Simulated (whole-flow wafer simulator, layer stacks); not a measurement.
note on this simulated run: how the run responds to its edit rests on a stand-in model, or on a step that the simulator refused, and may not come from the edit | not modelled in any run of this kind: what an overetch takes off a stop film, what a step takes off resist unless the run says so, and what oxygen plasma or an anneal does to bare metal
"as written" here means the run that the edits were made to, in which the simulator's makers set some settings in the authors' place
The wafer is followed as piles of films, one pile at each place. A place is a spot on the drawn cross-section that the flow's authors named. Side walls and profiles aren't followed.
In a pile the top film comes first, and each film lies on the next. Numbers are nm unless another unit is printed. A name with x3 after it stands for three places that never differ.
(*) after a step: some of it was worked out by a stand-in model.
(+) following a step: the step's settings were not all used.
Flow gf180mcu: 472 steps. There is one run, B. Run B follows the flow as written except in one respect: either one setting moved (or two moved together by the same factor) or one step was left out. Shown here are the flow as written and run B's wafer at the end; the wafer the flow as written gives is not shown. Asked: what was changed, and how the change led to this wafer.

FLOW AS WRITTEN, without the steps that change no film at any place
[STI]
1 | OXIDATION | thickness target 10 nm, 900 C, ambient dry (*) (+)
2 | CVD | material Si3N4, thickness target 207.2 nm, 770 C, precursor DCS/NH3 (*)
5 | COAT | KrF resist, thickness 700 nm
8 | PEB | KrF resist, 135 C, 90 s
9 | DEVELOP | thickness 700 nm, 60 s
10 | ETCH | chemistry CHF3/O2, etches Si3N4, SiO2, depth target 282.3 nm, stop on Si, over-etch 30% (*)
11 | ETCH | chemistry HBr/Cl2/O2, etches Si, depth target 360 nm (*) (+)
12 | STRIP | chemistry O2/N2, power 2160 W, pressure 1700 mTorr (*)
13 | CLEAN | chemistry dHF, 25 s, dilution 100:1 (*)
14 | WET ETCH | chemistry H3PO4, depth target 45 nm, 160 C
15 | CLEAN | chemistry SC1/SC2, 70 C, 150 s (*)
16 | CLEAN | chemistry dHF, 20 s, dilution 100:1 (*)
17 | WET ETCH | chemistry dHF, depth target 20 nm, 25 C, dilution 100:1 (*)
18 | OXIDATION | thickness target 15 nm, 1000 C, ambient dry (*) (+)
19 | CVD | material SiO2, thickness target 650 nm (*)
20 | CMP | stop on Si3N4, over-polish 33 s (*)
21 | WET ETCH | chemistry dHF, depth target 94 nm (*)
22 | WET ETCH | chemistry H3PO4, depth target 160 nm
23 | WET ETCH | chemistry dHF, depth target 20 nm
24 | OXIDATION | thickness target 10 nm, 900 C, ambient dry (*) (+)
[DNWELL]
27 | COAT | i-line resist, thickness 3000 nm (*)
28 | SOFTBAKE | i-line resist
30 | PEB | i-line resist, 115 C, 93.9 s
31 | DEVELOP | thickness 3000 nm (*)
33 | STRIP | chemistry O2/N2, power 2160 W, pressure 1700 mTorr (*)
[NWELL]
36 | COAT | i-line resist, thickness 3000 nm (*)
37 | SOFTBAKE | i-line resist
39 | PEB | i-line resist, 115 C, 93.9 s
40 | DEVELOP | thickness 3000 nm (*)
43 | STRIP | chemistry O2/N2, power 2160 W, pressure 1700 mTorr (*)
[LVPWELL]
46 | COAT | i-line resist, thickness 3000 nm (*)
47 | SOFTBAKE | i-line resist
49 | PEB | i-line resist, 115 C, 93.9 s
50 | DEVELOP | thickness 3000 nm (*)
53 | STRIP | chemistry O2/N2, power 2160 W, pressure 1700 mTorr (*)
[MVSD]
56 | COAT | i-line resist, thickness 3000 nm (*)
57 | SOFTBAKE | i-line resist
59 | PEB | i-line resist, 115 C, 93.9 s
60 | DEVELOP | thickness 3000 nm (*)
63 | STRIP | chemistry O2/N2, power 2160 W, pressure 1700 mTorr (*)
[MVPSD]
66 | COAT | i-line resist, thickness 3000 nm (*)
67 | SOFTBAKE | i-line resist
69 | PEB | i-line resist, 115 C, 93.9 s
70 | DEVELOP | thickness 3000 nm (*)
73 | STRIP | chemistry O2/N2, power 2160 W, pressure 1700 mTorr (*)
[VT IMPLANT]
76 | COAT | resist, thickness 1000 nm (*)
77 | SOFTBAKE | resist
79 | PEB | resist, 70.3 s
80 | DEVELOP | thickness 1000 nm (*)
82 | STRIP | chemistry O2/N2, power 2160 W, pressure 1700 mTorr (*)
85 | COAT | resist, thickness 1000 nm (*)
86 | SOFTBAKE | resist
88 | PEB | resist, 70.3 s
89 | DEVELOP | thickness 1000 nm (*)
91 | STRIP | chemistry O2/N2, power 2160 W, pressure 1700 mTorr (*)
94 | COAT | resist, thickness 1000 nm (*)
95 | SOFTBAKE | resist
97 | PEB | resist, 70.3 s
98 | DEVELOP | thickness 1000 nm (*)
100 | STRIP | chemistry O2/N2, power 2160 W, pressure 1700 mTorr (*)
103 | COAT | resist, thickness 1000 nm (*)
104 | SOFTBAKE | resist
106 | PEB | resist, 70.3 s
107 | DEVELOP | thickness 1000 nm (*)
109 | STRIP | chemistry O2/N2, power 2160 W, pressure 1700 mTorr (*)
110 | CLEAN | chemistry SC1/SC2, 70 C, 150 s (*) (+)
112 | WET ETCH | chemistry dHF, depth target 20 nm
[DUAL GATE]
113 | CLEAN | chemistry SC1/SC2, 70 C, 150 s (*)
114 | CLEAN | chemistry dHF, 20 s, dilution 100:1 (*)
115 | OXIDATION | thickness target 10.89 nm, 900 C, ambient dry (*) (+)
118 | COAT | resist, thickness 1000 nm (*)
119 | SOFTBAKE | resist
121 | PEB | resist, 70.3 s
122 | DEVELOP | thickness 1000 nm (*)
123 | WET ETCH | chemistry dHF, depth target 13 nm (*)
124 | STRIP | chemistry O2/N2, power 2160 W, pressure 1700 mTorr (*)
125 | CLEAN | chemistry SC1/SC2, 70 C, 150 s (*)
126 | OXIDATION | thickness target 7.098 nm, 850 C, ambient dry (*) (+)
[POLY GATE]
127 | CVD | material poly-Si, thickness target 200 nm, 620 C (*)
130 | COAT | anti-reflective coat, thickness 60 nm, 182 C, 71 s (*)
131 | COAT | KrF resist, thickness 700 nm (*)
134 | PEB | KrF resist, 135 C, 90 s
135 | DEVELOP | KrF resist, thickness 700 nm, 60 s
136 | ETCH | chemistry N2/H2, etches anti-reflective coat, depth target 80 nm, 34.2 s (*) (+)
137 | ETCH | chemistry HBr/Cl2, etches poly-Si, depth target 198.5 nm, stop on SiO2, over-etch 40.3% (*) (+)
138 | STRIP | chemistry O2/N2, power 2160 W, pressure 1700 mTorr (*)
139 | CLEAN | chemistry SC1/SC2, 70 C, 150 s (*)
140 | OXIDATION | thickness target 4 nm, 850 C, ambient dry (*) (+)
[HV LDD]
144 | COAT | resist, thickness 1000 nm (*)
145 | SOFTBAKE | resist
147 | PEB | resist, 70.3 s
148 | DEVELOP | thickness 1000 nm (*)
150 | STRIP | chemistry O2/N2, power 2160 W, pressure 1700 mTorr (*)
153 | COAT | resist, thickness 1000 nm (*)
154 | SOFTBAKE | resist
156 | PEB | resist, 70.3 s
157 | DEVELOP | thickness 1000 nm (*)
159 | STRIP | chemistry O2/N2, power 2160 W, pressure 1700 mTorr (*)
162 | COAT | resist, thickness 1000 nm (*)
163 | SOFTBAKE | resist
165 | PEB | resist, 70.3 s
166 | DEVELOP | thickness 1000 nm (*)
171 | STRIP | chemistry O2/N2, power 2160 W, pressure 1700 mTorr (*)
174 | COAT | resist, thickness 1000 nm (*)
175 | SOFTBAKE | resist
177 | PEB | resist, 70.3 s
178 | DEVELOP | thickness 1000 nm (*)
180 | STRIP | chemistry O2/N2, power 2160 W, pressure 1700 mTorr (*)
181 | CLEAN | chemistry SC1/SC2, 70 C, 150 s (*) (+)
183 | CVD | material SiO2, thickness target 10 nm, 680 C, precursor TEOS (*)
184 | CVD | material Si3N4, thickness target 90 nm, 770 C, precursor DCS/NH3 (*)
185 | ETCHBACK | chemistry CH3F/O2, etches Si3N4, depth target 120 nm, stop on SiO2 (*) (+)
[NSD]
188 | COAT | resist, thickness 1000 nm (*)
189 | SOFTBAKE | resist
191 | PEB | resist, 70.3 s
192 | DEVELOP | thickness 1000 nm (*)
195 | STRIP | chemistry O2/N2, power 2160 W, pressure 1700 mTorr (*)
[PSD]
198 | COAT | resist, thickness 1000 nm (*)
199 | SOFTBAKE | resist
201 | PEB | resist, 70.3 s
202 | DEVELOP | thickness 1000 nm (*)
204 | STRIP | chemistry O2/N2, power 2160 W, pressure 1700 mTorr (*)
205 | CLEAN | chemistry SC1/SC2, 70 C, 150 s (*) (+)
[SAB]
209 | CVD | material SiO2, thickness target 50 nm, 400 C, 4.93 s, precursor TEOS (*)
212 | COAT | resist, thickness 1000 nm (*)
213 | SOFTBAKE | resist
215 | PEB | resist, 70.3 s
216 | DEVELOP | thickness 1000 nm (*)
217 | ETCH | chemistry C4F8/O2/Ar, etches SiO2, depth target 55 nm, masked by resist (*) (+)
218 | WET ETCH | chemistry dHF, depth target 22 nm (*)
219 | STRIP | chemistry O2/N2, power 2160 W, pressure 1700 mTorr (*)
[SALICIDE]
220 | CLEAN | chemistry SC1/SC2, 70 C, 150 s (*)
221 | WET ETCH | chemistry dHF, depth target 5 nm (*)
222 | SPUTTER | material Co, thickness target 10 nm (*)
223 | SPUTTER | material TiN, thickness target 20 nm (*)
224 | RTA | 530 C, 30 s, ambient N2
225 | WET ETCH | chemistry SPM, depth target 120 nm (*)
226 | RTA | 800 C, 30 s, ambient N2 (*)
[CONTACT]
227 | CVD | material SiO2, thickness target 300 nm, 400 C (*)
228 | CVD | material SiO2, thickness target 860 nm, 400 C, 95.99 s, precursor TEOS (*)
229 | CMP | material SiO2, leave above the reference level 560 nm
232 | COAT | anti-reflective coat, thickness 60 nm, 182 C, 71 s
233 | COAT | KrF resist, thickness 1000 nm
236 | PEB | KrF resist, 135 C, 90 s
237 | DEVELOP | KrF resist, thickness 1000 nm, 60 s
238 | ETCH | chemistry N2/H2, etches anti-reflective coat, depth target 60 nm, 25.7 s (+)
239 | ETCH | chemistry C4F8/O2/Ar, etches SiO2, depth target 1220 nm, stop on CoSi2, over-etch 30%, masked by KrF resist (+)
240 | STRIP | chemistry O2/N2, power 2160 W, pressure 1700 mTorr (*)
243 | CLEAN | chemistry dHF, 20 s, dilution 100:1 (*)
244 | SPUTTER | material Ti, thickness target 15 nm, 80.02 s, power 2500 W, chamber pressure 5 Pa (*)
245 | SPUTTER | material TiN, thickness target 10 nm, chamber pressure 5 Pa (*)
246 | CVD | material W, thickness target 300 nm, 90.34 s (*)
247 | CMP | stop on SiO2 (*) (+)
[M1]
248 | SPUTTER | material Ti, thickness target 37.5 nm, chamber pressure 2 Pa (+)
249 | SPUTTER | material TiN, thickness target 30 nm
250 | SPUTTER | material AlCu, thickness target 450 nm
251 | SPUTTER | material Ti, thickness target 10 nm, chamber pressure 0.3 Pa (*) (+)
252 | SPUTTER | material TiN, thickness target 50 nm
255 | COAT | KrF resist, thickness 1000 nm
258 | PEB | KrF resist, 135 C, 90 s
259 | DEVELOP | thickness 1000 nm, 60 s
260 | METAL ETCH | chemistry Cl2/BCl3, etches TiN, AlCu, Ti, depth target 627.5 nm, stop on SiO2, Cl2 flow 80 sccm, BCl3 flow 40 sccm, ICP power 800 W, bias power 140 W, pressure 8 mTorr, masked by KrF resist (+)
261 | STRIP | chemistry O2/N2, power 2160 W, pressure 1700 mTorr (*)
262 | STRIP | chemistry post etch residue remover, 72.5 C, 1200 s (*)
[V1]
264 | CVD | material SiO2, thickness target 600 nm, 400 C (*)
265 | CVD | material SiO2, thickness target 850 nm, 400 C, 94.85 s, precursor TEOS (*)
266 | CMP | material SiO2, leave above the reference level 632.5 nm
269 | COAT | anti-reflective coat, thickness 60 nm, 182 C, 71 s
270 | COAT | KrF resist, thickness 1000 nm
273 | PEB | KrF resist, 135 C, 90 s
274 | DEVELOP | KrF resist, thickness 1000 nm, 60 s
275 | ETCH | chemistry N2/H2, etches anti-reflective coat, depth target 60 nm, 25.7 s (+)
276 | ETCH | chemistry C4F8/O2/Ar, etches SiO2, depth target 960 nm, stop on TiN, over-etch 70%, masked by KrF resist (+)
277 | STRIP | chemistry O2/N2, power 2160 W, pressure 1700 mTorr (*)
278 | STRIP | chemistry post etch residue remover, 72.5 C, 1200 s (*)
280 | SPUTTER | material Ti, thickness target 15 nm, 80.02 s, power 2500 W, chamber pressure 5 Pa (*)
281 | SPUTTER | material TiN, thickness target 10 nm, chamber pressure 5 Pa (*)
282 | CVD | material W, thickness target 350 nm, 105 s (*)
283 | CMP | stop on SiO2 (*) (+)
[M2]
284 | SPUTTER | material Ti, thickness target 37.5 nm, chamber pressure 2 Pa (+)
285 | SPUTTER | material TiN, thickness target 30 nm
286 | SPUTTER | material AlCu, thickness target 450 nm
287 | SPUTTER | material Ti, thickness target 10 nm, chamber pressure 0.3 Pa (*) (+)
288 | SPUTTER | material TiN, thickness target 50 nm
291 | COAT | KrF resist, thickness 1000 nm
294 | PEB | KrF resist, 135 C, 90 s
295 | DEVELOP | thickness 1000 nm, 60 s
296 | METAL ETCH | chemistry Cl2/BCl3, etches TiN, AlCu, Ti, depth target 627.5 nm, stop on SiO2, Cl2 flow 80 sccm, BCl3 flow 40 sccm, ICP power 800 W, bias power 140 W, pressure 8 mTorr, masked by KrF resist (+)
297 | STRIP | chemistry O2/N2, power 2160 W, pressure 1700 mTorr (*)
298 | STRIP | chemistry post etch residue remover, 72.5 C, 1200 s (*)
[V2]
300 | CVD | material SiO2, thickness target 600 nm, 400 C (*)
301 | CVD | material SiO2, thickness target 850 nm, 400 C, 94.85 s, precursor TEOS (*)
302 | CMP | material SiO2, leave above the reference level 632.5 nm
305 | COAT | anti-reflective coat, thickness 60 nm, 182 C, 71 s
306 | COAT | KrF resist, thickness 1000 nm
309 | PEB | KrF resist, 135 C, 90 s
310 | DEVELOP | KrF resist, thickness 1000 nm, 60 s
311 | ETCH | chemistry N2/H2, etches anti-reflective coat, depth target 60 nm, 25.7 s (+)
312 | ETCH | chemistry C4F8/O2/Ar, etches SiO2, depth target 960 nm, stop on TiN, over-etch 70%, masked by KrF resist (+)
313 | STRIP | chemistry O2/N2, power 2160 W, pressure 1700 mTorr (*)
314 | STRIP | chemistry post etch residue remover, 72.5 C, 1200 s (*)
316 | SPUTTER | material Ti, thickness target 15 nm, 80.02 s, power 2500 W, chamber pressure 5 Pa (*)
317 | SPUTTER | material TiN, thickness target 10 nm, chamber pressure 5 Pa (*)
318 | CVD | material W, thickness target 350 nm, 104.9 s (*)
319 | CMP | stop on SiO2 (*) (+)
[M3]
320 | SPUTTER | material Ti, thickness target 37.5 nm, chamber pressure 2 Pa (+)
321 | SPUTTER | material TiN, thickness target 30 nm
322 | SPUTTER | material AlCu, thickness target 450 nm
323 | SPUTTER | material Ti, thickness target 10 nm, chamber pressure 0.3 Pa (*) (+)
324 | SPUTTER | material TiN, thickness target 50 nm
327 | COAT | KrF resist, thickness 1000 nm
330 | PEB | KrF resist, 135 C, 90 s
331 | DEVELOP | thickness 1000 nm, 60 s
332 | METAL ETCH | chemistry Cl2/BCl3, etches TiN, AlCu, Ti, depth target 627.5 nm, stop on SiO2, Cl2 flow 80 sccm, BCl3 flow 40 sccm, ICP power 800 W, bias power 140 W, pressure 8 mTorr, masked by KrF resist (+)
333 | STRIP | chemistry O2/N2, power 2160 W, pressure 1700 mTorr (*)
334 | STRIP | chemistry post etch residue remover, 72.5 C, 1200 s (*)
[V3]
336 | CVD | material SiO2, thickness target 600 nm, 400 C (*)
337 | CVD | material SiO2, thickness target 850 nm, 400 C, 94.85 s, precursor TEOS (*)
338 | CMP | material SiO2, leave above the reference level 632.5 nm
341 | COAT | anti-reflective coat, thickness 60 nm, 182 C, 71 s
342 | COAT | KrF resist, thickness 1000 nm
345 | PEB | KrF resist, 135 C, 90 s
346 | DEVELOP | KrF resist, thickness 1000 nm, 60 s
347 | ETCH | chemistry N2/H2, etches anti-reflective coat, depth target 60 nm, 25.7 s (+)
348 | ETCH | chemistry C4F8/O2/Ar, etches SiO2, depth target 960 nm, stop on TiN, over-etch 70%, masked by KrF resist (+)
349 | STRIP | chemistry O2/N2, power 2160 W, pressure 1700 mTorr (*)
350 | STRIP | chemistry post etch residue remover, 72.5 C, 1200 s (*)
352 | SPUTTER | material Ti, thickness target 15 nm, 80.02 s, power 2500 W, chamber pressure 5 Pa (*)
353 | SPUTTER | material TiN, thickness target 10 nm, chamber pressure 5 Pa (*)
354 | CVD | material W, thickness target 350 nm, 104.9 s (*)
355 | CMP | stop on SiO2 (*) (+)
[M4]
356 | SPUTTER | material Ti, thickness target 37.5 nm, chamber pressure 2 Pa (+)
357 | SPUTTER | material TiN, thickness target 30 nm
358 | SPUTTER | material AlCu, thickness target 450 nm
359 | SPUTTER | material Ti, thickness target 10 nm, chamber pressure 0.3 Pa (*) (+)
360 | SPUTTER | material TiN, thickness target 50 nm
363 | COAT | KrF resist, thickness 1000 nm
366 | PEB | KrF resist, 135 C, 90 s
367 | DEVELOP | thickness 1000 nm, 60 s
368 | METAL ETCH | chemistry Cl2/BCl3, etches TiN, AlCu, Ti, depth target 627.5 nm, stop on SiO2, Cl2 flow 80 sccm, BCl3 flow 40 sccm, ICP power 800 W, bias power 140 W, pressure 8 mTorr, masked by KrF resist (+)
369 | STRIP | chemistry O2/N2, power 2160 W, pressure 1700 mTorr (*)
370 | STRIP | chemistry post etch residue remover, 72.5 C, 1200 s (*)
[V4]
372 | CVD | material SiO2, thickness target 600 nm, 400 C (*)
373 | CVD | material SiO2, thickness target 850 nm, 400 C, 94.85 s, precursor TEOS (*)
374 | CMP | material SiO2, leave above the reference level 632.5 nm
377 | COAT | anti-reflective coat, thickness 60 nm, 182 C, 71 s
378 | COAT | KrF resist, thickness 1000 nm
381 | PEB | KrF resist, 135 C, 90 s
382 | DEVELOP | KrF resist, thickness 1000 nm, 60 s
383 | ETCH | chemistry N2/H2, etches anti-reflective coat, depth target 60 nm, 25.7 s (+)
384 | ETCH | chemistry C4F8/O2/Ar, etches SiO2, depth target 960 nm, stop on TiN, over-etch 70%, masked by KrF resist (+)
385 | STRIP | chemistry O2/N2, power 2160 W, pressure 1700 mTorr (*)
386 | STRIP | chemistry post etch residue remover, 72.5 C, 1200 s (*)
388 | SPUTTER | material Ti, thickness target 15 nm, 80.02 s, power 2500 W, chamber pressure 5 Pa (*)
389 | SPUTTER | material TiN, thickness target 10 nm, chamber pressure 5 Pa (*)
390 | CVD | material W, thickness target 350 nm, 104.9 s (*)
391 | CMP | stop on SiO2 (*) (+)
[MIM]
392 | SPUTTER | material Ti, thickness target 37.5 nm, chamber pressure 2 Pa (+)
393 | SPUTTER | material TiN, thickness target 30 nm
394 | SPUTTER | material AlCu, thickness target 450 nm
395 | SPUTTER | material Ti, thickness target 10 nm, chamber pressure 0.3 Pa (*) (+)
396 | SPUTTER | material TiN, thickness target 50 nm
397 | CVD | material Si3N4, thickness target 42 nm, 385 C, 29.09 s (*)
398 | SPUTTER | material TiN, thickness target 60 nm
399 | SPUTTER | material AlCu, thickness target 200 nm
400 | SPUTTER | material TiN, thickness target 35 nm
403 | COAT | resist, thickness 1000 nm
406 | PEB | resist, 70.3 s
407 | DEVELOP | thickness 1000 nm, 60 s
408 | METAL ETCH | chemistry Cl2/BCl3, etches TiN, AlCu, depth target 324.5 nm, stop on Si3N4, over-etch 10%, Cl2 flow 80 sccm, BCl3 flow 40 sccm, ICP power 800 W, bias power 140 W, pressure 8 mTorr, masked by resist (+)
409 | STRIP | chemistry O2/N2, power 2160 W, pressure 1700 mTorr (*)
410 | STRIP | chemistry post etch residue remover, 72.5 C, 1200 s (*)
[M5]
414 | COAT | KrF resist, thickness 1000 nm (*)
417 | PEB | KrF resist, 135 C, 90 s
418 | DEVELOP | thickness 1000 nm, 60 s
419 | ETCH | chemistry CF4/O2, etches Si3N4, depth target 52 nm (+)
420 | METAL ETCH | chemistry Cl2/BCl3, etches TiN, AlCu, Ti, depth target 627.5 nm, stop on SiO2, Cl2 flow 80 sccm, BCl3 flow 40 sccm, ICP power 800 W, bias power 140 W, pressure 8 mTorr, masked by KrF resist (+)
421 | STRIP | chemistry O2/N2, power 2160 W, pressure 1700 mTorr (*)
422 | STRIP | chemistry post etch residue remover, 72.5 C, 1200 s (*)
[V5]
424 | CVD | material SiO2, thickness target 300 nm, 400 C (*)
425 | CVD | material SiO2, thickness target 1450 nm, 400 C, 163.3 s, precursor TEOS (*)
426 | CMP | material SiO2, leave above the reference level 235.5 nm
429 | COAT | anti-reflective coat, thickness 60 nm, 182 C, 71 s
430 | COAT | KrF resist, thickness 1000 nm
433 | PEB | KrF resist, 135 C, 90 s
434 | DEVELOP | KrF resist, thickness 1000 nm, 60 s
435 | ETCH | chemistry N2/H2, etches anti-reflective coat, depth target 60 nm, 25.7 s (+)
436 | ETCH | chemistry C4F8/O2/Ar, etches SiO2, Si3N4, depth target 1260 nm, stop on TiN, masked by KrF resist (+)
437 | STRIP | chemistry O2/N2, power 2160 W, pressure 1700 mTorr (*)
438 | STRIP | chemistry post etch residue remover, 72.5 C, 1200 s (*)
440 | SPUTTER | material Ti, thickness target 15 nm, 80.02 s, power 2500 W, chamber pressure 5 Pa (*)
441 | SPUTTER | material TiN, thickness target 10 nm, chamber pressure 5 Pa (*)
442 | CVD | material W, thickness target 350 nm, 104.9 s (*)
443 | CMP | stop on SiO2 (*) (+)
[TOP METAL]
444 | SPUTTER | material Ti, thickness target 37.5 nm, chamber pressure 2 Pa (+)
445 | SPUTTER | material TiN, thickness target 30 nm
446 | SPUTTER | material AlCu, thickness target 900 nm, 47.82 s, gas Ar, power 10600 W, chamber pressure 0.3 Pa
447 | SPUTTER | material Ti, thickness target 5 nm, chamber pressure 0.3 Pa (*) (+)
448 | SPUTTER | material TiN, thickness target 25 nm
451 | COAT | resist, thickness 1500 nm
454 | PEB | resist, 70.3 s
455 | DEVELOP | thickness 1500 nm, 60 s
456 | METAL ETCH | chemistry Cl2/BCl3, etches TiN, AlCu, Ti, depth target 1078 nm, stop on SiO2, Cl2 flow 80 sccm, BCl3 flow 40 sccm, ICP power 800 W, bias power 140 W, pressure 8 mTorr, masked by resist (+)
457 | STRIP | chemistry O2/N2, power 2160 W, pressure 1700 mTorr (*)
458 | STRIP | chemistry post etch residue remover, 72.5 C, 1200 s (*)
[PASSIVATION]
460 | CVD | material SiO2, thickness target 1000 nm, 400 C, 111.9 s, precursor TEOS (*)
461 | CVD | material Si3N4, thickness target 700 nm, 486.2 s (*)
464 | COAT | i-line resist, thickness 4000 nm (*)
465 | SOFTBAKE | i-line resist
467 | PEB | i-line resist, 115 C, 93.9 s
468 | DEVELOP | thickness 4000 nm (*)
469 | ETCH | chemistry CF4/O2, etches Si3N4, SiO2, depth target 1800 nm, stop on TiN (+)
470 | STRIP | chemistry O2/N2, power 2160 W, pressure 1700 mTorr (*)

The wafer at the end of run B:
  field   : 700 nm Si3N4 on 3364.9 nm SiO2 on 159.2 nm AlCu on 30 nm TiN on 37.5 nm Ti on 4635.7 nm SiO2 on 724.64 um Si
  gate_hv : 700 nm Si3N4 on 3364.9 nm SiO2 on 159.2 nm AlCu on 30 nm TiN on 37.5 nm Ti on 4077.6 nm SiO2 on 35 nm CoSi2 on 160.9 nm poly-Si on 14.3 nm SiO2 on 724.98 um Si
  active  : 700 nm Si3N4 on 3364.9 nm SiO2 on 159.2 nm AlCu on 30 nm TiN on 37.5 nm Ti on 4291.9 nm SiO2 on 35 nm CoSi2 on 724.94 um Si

The reason: step 368, METAL ETCH: depth target 345.1 nm was run, while the flow as written has depth target 627.5 nm.

Step by step, how the change led to this:
  368 | METAL ETCH | chemistry Cl2/BCl3, etches TiN, AlCu, Ti, depth target 627.5 nm, stop on SiO2, Cl2 flow 80 sccm, BCl3 flow 40 sccm, ICP power 800 W, bias power 140 W, pressure 8 mTorr, masked by KrF resist (+)
      field, field__w1, field__w2 and 103 more: -50 TiN (all of it), -10 Ti (all of it), -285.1 AlCu (it would be, as written: -50 TiN (all of it), -10 Ti (all of it), -450 AlCu (all of it), -30 TiN (all of it), -37.5 Ti (all of it))
      field__w8, contact, m1, m1__w1, m1_nw: -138 KrF resist (it would be, as written: -251 KrF resist)
  369 | STRIP | chemistry O2/N2, power 2160 W, pressure 1700 mTorr (*)
      field__w8, contact, m1, m1__w1, m1_nw: -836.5 KrF resist (all of it) (it would be, as written: -723.5 KrF resist (all of it))
  370 | STRIP | chemistry post etch residue remover, 72.5 C, 1200 s (*)
      field, field__w1, field__w2 and 103 more: -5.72 AlCu (it would be, as written: nothing)
  372 | CVD | material SiO2, thickness target 600 nm, 400 C (*)
      field, field__w1, field__w2 and 103 more: +600 SiO2 (new film) (it would be, as written: +600 SiO2)
  374 | CMP | material SiO2, leave above the reference level 632.5 nm
      field, field__w1, field__w2 and 103 more: -526.7 SiO2 (it would be, as written: -300 SiO2)
Taking metal films that touch as one body, field has 1 body; the flow as written gives 0 bodies.
Taking metal films that touch as one body, gate_hv has 2 bodies (between them, from the top down: SiO2 4077.6); the flow as written gives 1 body.
Taking metal films that touch as one body, active has 2 bodies (between them, from the top down: SiO2 4291.9); the flow as written gives 1 body.
